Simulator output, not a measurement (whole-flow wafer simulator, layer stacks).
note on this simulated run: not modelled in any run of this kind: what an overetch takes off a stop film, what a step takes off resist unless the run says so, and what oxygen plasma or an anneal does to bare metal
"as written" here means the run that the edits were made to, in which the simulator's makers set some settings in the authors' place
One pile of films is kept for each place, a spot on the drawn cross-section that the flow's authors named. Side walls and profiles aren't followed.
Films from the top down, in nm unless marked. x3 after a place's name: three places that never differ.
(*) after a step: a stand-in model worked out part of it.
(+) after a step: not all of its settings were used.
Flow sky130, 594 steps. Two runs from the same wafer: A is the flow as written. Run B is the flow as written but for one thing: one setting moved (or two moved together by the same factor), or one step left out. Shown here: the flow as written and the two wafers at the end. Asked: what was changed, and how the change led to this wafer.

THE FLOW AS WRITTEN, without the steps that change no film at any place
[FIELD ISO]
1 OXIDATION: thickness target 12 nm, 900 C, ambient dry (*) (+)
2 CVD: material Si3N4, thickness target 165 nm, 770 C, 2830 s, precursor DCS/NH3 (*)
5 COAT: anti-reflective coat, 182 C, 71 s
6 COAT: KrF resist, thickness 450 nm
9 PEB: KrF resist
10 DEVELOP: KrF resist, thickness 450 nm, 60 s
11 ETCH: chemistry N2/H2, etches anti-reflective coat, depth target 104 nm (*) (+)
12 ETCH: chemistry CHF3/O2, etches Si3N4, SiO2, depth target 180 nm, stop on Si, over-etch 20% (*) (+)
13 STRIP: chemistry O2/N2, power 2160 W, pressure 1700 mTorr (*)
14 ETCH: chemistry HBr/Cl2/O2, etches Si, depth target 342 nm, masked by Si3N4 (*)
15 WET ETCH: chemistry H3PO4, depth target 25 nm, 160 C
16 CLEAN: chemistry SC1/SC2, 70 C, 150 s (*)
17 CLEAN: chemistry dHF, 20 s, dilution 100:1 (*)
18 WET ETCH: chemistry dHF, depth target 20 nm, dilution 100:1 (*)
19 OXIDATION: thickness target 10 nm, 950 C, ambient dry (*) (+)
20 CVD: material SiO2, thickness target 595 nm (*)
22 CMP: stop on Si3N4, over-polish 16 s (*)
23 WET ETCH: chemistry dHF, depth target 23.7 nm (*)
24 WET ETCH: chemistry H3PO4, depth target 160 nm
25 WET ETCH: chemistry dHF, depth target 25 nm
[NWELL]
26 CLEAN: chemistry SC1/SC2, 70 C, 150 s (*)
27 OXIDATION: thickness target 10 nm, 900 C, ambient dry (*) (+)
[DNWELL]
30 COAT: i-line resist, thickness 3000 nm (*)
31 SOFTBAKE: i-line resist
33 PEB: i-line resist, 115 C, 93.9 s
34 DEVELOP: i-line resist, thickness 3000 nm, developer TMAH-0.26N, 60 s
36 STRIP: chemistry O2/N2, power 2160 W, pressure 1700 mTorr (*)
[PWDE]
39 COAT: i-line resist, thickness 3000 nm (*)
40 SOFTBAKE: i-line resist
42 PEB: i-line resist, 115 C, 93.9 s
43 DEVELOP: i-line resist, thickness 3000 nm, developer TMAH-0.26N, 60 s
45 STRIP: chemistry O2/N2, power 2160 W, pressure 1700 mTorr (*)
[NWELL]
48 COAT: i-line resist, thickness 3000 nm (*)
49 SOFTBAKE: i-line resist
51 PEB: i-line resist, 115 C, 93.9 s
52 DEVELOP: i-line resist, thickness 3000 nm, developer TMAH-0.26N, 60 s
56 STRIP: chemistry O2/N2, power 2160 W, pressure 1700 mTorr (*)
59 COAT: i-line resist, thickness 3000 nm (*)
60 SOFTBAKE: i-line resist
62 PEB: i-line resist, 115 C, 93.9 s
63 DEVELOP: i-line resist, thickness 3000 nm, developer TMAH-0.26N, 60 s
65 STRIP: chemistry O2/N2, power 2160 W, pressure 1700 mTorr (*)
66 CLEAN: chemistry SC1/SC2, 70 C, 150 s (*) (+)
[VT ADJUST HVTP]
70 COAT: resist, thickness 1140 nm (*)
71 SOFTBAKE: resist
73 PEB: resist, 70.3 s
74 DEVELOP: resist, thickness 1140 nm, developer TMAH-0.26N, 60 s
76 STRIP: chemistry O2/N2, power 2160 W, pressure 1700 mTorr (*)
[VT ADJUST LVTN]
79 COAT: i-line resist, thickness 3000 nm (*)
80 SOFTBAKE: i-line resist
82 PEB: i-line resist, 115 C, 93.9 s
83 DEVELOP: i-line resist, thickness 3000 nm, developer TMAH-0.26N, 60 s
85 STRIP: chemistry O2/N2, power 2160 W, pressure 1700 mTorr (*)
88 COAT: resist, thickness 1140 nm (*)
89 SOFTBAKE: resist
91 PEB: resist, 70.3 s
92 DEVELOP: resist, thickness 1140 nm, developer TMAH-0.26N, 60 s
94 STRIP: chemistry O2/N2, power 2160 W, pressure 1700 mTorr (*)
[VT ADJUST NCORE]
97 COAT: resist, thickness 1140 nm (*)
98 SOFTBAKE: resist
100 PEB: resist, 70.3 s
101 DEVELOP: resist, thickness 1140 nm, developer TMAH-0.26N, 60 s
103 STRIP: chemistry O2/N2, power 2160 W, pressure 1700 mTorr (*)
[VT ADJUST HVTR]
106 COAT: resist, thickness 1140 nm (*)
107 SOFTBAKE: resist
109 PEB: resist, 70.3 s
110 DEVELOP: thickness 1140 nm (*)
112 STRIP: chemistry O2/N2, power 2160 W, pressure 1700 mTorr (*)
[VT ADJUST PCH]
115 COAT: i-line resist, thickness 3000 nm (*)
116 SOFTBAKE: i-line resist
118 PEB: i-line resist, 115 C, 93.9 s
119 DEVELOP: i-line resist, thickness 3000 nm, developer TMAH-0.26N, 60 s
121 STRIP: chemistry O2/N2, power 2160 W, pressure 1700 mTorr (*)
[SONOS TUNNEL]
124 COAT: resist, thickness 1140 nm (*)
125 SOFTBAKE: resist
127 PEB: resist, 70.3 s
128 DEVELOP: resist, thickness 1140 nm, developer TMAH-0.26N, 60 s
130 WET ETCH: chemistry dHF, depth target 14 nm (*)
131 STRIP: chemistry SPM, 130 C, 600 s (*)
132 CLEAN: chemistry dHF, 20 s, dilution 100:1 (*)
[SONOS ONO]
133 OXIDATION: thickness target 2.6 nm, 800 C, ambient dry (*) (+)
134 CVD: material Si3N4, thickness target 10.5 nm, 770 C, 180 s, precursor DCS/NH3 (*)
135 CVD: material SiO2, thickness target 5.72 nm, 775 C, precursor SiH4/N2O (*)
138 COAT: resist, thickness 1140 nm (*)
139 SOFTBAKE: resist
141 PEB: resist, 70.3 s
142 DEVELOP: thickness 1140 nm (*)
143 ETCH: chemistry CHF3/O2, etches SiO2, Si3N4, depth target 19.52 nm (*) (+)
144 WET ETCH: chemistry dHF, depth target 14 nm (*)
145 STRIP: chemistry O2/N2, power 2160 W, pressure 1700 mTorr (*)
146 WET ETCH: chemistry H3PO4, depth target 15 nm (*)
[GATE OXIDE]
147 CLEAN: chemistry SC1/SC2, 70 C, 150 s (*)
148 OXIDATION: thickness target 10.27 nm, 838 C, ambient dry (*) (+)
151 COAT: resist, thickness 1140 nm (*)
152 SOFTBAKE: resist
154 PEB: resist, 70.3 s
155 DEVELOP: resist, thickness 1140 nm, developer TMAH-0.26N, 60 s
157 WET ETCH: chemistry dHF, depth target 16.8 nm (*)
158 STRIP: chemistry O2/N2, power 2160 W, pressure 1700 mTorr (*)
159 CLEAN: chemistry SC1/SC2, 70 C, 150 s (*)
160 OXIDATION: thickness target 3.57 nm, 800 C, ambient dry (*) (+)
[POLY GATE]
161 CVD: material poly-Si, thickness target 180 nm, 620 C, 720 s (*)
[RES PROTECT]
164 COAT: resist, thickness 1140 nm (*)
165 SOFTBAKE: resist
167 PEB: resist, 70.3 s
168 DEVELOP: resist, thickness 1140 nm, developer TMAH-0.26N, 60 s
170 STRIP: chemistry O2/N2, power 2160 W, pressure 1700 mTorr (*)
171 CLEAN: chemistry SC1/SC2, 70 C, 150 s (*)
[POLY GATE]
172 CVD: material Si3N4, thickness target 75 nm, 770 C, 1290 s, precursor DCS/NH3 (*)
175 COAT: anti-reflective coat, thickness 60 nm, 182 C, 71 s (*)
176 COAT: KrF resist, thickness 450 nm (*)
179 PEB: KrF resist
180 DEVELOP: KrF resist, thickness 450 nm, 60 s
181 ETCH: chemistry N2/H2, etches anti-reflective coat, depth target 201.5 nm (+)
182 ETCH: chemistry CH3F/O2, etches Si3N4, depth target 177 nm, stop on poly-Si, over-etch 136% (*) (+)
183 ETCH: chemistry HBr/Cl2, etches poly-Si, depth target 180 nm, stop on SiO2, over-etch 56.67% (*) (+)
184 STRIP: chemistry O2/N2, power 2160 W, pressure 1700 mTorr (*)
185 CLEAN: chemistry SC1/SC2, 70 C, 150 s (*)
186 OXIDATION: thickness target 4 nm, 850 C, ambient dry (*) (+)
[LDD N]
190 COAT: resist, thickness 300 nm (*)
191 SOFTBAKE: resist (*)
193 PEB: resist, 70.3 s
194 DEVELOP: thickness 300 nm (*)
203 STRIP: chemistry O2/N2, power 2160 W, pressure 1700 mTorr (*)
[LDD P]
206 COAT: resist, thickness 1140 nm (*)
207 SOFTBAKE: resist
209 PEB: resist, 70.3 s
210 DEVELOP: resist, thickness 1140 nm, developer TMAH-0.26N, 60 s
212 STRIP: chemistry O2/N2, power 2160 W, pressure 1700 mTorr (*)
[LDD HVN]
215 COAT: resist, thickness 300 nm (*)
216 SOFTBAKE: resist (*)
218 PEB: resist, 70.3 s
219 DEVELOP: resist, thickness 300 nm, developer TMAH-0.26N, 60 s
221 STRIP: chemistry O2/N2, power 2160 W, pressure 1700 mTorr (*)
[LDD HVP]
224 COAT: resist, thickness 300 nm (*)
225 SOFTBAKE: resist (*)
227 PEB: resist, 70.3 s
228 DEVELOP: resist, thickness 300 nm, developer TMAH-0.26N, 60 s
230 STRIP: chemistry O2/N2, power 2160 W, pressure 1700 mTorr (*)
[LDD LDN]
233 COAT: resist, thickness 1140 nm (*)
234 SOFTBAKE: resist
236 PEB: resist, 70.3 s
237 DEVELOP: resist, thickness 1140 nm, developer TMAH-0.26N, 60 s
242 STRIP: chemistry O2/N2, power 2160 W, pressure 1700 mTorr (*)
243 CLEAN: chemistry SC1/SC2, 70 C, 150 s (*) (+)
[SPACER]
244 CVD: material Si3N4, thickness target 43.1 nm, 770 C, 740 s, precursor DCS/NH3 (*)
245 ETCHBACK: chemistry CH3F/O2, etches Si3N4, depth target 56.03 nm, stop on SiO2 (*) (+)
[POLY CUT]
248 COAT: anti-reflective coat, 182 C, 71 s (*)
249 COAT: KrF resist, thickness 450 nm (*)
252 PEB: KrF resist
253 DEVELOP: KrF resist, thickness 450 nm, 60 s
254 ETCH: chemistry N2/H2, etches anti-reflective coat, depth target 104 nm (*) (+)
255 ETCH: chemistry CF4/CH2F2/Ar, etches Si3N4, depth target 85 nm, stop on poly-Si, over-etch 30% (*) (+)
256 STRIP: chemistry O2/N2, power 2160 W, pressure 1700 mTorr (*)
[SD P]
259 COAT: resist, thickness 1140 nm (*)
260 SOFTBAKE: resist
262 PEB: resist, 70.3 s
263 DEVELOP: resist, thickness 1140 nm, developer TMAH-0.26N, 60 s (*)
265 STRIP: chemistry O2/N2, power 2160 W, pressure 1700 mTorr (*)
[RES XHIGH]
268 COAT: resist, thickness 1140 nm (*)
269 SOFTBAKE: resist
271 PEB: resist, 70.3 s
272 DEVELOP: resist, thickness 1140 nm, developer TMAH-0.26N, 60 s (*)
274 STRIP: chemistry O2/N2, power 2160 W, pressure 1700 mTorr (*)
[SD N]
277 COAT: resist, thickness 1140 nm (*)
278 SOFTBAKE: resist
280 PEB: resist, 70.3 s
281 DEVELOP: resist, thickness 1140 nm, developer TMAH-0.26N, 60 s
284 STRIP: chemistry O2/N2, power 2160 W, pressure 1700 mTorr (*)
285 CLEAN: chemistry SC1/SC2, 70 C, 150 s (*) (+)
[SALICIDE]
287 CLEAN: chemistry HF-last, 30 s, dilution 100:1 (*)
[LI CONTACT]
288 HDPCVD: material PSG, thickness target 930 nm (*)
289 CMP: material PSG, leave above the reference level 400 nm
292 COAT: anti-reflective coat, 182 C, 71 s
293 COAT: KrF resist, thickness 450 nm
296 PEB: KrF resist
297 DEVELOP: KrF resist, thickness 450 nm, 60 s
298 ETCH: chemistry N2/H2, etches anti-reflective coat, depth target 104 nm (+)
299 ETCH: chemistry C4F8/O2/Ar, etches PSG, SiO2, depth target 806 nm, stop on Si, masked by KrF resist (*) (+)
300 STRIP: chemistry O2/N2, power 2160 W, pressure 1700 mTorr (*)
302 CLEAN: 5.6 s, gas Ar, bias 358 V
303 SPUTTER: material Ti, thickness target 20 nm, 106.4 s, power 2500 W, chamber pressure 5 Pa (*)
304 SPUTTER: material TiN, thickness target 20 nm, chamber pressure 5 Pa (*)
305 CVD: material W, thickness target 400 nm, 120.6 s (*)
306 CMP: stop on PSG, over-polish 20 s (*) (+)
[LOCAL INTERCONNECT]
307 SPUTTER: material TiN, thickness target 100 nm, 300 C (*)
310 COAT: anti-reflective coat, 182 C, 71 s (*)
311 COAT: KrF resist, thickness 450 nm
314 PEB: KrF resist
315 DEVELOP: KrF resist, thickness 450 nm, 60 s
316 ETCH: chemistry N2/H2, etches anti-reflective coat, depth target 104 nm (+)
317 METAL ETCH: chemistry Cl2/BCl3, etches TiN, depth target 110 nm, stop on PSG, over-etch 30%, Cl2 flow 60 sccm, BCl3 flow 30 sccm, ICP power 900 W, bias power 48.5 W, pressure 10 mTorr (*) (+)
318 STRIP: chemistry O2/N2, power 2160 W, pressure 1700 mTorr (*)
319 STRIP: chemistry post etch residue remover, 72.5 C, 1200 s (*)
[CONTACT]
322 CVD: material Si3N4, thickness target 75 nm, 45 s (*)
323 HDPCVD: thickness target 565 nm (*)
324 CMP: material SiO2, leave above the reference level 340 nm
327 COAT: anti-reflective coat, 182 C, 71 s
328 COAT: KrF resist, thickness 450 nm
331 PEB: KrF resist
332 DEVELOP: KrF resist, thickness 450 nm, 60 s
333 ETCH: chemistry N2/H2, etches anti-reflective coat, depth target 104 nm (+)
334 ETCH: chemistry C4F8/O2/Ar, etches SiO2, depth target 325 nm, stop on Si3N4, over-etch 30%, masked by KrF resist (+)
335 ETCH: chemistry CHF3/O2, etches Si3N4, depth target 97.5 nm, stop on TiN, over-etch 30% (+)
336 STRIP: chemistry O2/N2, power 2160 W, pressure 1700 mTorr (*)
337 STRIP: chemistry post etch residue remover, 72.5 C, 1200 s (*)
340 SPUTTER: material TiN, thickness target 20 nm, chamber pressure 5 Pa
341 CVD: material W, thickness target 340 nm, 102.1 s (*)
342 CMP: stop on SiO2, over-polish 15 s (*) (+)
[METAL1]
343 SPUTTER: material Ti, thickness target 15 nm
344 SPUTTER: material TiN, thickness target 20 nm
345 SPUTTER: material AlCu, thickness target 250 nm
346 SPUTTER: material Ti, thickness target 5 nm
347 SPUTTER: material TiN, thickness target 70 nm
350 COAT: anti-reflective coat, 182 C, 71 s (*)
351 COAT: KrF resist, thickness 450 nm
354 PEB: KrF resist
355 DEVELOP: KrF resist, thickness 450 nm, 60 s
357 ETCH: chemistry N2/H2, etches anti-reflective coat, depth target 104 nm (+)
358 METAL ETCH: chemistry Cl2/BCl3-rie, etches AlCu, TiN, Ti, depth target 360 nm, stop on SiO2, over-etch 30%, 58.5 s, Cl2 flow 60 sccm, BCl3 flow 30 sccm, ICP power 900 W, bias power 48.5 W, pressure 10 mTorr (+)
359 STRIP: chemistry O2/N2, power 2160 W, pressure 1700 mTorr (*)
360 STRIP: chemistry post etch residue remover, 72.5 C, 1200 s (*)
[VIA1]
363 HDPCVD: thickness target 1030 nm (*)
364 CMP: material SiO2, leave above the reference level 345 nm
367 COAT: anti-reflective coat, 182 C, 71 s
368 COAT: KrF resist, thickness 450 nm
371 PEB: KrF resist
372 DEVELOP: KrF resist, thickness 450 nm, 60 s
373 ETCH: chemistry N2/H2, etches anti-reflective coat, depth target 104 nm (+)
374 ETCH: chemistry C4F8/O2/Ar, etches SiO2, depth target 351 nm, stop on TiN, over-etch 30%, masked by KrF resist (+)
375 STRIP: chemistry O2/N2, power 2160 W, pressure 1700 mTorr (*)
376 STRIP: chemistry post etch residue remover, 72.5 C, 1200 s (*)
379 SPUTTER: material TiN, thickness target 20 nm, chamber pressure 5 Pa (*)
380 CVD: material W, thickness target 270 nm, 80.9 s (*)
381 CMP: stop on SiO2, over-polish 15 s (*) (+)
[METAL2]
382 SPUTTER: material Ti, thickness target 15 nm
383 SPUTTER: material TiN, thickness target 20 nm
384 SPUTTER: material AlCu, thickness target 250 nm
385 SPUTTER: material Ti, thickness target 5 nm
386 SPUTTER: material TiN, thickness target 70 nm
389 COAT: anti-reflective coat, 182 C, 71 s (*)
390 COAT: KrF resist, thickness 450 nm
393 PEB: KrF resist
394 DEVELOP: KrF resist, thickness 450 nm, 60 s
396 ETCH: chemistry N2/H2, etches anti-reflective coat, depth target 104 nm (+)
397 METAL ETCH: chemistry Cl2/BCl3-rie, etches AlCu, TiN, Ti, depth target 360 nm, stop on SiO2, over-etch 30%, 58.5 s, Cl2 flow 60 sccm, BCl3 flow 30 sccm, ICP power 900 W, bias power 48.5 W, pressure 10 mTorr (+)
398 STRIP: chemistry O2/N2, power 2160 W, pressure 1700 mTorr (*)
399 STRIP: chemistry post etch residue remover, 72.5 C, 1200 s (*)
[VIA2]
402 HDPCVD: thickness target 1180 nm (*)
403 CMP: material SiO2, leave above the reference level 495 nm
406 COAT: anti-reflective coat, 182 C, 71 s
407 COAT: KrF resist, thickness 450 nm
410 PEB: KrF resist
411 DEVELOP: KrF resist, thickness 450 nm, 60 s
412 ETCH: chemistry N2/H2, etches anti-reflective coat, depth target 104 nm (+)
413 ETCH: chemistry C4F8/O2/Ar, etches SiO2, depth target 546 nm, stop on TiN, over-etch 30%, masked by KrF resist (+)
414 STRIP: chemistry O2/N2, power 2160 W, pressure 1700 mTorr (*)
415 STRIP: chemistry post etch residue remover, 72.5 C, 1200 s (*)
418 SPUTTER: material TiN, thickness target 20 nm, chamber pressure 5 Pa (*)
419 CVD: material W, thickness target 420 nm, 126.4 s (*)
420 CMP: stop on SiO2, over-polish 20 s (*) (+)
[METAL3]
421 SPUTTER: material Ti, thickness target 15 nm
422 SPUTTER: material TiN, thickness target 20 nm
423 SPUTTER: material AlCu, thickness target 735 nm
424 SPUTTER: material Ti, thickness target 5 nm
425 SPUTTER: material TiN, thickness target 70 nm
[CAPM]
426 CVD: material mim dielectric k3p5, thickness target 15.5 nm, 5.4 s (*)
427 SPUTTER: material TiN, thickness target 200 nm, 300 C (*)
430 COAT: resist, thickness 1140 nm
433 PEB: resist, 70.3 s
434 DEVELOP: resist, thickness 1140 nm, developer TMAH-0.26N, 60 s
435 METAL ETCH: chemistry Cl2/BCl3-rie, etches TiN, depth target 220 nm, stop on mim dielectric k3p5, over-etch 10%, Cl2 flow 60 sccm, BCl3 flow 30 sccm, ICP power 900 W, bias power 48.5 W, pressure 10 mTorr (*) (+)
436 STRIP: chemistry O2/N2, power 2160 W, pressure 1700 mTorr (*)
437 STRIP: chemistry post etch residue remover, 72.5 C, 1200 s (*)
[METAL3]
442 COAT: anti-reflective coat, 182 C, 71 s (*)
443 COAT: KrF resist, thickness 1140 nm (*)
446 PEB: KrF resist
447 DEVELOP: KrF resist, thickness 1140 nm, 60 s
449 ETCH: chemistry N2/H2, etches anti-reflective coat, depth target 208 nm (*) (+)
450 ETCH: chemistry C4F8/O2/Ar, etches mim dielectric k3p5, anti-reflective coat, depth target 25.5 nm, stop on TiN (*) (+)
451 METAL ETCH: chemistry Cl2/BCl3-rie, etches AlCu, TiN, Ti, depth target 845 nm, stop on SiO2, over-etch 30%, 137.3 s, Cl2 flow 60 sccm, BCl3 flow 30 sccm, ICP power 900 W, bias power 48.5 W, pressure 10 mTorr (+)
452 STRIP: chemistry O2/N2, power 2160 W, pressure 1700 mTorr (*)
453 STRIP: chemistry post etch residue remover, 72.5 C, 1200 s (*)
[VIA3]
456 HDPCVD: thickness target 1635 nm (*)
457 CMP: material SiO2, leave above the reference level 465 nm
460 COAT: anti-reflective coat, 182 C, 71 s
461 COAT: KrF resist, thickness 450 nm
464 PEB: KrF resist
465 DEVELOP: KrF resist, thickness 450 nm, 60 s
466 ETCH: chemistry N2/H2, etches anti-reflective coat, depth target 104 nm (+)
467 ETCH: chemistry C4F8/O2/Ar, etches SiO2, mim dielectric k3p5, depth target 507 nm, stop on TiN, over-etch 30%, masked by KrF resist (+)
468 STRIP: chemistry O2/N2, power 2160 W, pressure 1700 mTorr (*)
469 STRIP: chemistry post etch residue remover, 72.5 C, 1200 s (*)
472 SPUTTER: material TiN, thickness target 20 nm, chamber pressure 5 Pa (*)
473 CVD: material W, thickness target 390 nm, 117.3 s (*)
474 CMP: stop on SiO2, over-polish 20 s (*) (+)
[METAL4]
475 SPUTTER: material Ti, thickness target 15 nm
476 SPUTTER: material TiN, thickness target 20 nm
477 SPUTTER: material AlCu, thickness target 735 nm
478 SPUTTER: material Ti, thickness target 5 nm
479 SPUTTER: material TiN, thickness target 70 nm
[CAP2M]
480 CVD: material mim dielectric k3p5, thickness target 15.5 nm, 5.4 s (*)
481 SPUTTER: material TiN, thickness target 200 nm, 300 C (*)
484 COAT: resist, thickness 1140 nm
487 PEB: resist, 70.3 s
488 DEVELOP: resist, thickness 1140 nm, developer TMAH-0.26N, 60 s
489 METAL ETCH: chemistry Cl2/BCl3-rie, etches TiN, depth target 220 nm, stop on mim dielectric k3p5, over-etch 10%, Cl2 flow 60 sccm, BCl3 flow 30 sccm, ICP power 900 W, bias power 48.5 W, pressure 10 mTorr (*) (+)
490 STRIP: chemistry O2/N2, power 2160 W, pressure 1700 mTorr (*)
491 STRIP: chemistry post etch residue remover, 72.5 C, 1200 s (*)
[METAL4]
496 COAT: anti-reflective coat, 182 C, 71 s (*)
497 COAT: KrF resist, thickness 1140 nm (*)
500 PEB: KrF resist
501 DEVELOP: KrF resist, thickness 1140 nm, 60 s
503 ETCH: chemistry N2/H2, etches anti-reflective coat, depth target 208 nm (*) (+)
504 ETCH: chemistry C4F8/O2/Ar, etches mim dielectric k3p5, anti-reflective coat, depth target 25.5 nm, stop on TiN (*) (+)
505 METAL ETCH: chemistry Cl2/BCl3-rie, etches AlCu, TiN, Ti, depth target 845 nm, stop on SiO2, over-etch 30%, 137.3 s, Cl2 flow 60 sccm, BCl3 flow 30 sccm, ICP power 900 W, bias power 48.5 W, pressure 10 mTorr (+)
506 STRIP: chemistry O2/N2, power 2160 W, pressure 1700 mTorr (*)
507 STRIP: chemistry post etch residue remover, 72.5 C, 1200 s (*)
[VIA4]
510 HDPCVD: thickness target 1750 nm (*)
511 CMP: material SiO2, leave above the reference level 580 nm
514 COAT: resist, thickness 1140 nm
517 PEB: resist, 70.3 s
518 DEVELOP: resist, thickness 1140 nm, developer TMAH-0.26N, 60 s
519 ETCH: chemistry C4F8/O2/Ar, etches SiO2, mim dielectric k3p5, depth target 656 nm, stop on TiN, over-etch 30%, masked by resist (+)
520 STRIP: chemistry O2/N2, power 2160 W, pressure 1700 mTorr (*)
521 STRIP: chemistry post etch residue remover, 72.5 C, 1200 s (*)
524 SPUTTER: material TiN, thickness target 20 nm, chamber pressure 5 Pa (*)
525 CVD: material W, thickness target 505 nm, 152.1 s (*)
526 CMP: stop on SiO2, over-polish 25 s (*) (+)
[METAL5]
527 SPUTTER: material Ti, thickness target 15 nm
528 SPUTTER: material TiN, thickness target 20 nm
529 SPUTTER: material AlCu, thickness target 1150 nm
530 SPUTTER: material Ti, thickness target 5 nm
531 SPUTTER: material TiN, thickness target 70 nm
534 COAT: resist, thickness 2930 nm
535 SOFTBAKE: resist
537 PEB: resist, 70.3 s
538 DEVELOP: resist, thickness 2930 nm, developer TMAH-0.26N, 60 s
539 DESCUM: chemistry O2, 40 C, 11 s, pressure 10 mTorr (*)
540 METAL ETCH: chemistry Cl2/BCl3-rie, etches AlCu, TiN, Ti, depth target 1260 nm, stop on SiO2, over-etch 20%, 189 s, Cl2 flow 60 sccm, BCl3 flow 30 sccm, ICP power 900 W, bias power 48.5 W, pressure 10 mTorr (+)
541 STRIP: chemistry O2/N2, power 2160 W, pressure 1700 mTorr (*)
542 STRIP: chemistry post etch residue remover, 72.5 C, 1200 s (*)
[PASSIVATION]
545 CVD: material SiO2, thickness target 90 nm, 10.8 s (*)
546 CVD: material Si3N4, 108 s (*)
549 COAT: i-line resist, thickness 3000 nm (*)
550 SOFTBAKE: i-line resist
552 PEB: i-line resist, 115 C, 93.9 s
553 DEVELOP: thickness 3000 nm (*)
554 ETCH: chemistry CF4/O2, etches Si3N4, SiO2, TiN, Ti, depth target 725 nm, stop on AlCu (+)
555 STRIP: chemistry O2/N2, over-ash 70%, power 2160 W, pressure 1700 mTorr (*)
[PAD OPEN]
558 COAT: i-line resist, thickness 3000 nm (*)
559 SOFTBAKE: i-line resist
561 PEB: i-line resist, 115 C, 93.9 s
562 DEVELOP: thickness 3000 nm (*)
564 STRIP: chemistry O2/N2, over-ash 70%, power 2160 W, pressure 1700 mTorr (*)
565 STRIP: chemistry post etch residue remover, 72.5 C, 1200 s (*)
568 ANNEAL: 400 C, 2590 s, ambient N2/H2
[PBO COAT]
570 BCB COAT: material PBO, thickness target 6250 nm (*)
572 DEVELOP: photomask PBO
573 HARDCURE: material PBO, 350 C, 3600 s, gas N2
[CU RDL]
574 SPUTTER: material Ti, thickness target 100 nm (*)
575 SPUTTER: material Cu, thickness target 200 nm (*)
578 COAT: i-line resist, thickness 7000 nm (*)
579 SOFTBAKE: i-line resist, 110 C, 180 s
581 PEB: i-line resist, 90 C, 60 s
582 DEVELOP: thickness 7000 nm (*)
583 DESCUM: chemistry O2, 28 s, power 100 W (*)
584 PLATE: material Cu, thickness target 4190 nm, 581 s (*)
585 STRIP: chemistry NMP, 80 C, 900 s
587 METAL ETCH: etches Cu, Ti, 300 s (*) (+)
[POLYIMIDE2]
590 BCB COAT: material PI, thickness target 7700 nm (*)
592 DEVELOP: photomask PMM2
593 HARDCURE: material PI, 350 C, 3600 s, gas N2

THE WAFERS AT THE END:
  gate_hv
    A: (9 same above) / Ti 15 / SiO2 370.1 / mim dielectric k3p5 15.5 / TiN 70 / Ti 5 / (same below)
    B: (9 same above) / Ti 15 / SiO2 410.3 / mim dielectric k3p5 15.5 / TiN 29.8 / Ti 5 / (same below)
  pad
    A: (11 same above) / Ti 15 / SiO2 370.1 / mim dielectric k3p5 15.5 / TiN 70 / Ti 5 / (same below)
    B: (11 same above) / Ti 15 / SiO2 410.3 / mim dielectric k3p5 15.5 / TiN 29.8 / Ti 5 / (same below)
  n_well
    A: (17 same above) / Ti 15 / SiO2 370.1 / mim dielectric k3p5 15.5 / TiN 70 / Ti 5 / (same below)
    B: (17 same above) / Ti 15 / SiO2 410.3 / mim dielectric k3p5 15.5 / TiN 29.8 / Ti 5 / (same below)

The cause: step 425, SPUTTER: thickness target 29.8 nm was run, where the flow has thickness target 70 nm.
It can be read off the wafer: gate_hv has TiN 29.8, and step 425 as written asks for 70 nm.

How the change led to this, step by step:
  425 SPUTTER: material TiN, thickness target 70 nm
      field, active, n_well and 188 more: A TiN +70 (new film) | B TiN +29.8 (new film)
  451 METAL ETCH: chemistry Cl2/BCl3-rie, etches AlCu, TiN, Ti, depth target 845 nm, stop on SiO2, over-etch 30%, 137.3 s, Cl2 flow 60 sccm, BCl3 flow 30 sccm, ICP power 900 W, bias power 48.5 W, pressure 10 mTorr (+)
      field, gate, spacer and 68 more: A TiN -70 (all of it), Ti -5 (all of it), AlCu -735 (all of it), TiN -20 (all of it), Ti -15 (all of it), SiO2 -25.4 | B TiN -29.8 (all of it), Ti -5 (all of it), AlCu -735 (all of it), TiN -20 (all of it), Ti -15 (all of it), SiO2 -29.4
      active, vpp_ln, vpp_iso2 and 11 more: A TiN -70 (all of it), Ti -5 (all of it), AlCu -735 (all of it), TiN -20 (all of it), Ti -15 (all of it), SiO2 -25.3 | B TiN -29.8 (all of it), Ti -5 (all of it), AlCu -735 (all of it), TiN -20 (all of it), Ti -15 (all of it), SiO2 -29.4
  457 CMP: material SiO2, leave above the reference level 465 nm
      n_well, p_well, gate_hv and 99 more: A SiO2 -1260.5 | B SiO2 -1220.3
      mim, mim_edge_plate_strap, mim_edge_plate: A SiO2 -1459.7 | B SiO2 -1419.5
      (and at 2 more places)
  467 ETCH: chemistry C4F8/O2/Ar, etches SiO2, mim dielectric k3p5, depth target 507 nm, stop on TiN, over-etch 30%, masked by KrF resist (+)
      m1: A SiO2 -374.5 (all of it), mim dielectric k3p5 -15.5 (all of it) | B SiO2 -414.7 (all of it), mim dielectric k3p5 -15.5 (all of it)
      via3_hole: A SiO2 -373.9 (all of it), mim dielectric k3p5 -15.5 (all of it) | B SiO2 -414.1 (all of it), mim dielectric k3p5 -15.5 (all of it)
  472 SPUTTER: material TiN, thickness target 20 nm, chamber pressure 5 Pa (*)
      m1, via3_hole: A TiN +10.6 | B TiN +10
  473 CVD: material W, thickness target 390 nm, 117.3 s (*)
      m1: A W +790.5 (new film) | B W +831.2 (new film)
      via3_hole: A W +789.9 (new film) | B W +830.6 (new film)
